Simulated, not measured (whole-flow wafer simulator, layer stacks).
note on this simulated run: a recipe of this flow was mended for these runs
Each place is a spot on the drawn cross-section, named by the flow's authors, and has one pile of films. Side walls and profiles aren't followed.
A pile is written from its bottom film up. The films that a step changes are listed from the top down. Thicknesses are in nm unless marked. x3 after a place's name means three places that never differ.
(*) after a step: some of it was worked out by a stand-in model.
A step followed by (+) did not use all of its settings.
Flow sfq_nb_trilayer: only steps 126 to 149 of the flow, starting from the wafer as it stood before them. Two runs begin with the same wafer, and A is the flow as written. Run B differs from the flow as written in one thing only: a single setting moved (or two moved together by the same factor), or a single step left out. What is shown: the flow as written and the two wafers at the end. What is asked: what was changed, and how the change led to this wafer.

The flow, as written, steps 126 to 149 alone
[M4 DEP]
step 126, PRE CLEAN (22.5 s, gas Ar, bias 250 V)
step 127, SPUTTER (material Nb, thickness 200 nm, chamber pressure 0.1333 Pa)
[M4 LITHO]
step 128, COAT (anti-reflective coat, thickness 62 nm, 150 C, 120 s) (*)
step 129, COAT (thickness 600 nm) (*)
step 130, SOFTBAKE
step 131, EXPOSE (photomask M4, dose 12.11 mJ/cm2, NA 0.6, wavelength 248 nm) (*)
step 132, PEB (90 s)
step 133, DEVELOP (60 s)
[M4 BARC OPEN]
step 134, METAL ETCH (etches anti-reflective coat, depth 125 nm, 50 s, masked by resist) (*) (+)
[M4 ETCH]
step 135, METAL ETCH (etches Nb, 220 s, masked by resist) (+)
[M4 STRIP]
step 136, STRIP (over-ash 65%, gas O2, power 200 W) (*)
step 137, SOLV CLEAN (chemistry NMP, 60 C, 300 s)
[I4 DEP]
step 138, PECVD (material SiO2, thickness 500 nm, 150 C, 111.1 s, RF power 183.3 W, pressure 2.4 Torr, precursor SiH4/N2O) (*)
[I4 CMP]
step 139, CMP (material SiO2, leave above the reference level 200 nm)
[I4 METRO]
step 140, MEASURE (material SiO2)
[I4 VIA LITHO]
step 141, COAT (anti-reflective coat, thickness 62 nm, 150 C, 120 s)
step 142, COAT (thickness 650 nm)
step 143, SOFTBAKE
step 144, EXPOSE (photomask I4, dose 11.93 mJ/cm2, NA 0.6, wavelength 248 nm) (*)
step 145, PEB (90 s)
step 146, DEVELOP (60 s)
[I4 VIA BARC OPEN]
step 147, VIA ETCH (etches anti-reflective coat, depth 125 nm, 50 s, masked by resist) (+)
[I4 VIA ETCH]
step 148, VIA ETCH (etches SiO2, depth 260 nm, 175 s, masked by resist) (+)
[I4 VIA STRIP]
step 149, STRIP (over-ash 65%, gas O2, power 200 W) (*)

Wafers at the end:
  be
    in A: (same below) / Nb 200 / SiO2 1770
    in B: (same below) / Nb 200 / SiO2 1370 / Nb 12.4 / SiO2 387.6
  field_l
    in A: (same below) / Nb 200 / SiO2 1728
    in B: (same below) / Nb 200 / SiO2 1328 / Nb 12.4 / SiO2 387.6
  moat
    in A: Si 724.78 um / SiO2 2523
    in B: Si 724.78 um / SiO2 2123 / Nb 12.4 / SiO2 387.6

What caused this: step 135, METAL ETCH: 172 s was run, while the flow as written has 220 s.

How this came from the change, step by step:
  step 135, METAL ETCH (etches Nb, 220 s, masked by resist) (+)
      field_l, be, be_sur and 64 more: A Nb loses 200 (all of it), SiO2 loses 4 | B Nb loses 187.6
      v_sur, via_wl, via_w and 36 more: A KrF-resist-other-grade loses 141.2 | B KrF-resist-other-grade loses 110.4
  step 136, STRIP (over-ash 65%, gas O2, power 200 W) (*)
      p4_fl x5, p4_w1 x9, wl_j_sl x15: A KrF-resist-other-grade loses 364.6 (all of it), anti-reflective coat loses 62 (all of it) | B KrF-resist-other-grade loses 395.4 (all of it), anti-reflective coat loses 62 (all of it)
      ln_m5, lsp_m: A KrF-resist-other-grade loses 364 (all of it), anti-reflective coat loses 62.3 (all of it) | B KrF-resist-other-grade loses 394.8 (all of it), anti-reflective coat loses 62.3 (all of it)
      (also at 8 further places)
  step 138, PECVD (material SiO2, thickness 500 nm, 150 C, 111.1 s, RF power 183.3 W, pressure 2.4 Torr, precursor SiH4/N2O) (*)
      field_l, be, be_sur and 55 more: A SiO2 gains 500 | B SiO2 gains 500 (new film)
      p3_s0 x6: A SiO2 gains 561.1 | B SiO2 gains 544.7 (new film)
      (also at 3 further places)
  step 139, CMP (material SiO2, leave above the reference level 200 nm)
      field_l, be, be_sur and 55 more: A SiO2 loses 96 | B SiO2 loses 112.4
      lsp_r, l0_sur, l0v: A SiO2 loses 87.7 | B SiO2 loses 104.8
Taking metal films that touch as one body, be has 2 bodies (between them, from the top down: SiO2 1370); the flow as written gives 1 body.
Taking metal films that touch as one body, field_l has 3 bodies (between them, from the top down: SiO2 1328; SiO2 55); the flow as written gives 2 bodies (between them, from the top down: SiO2 55).
Taking metal films that touch as one body, moat has 1 body; the flow as written gives 0 bodies.
